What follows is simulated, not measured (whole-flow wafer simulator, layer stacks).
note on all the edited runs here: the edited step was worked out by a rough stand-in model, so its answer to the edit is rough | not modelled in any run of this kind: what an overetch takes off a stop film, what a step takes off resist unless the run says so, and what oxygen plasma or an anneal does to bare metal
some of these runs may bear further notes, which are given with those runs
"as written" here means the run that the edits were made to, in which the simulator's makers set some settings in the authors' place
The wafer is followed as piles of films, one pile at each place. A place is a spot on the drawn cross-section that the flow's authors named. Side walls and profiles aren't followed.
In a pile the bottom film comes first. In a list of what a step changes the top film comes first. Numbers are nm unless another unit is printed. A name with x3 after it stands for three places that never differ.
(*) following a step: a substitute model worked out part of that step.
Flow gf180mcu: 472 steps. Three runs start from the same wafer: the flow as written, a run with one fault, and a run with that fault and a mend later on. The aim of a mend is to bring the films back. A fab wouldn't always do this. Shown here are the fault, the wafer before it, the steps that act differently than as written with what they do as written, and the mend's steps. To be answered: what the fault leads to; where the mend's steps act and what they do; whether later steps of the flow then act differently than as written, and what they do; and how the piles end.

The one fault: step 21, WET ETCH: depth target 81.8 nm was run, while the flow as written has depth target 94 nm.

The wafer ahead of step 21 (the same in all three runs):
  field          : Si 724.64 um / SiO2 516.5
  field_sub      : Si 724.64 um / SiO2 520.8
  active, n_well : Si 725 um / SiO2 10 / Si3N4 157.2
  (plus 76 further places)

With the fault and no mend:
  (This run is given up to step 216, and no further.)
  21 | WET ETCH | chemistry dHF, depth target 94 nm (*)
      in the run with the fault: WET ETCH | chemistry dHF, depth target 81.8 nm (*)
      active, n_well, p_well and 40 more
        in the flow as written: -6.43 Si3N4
        in the run with the fault: -5.61 Si3N4
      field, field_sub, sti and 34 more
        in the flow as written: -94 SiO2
        in the run with the fault: -81.8 SiO2
  Steps later in the flow that act otherwise than as written (77 more steps, not shown, differ only slightly: by at most 2% or 0.5 nm, whichever is larger):
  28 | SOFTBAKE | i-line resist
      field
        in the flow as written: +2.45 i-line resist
        in the run with the fault: +3.33 i-line resist
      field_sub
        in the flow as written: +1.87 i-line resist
        in the run with the fault: +2.54 i-line resist
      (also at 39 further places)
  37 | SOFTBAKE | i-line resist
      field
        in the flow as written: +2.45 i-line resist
        in the run with the fault: +3.33 i-line resist
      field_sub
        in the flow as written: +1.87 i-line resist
        in the run with the fault: +2.54 i-line resist
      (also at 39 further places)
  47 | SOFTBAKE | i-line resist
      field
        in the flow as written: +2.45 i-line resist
        in the run with the fault: +3.33 i-line resist
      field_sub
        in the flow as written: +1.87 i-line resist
        in the run with the fault: +2.54 i-line resist
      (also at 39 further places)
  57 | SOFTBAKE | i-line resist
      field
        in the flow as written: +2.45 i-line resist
        in the run with the fault: +3.33 i-line resist
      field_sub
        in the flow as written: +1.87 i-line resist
        in the run with the fault: +2.54 i-line resist
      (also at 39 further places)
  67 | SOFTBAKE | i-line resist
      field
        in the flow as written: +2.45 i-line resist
        in the run with the fault: +3.33 i-line resist
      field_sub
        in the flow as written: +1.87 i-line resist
        in the run with the fault: +2.54 i-line resist
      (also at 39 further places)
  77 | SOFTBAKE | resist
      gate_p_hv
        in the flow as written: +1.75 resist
        in the run with the fault: +2.39 resist
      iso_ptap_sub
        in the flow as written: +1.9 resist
        in the run with the fault: +2.47 resist
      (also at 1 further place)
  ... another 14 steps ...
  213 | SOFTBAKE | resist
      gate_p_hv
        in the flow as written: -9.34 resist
        in the run with the fault: -8.68 resist
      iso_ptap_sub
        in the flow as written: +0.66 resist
        in the run with the fault: +1.23 resist
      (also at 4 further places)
  Once step 216 is done, the piles at field, field__w1, field__w2 and 65 more depart from the flow's by more than 2% or 0.5 nm, whichever is larger.
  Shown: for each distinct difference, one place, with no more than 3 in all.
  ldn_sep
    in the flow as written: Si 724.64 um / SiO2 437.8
    in the run with the fault: Si 724.64 um / SiO2 450
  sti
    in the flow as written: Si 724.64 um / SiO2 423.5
    in the run with the fault: Si 724.64 um / SiO2 435.7
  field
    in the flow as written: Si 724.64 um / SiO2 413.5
    in the run with the fault: Si 724.64 um / SiO2 425.7

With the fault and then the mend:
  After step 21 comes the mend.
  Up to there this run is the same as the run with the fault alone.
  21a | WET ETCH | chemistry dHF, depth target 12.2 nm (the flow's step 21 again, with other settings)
      field, field_sub, sti and 34 more
        -12.2 SiO2
  Later steps of the flow that are run all act as written at every place that is followed, up to a difference of at most 2% or 0.5 nm, whichever is larger.
  At every place that both follow, the piles at the end match the flow's.
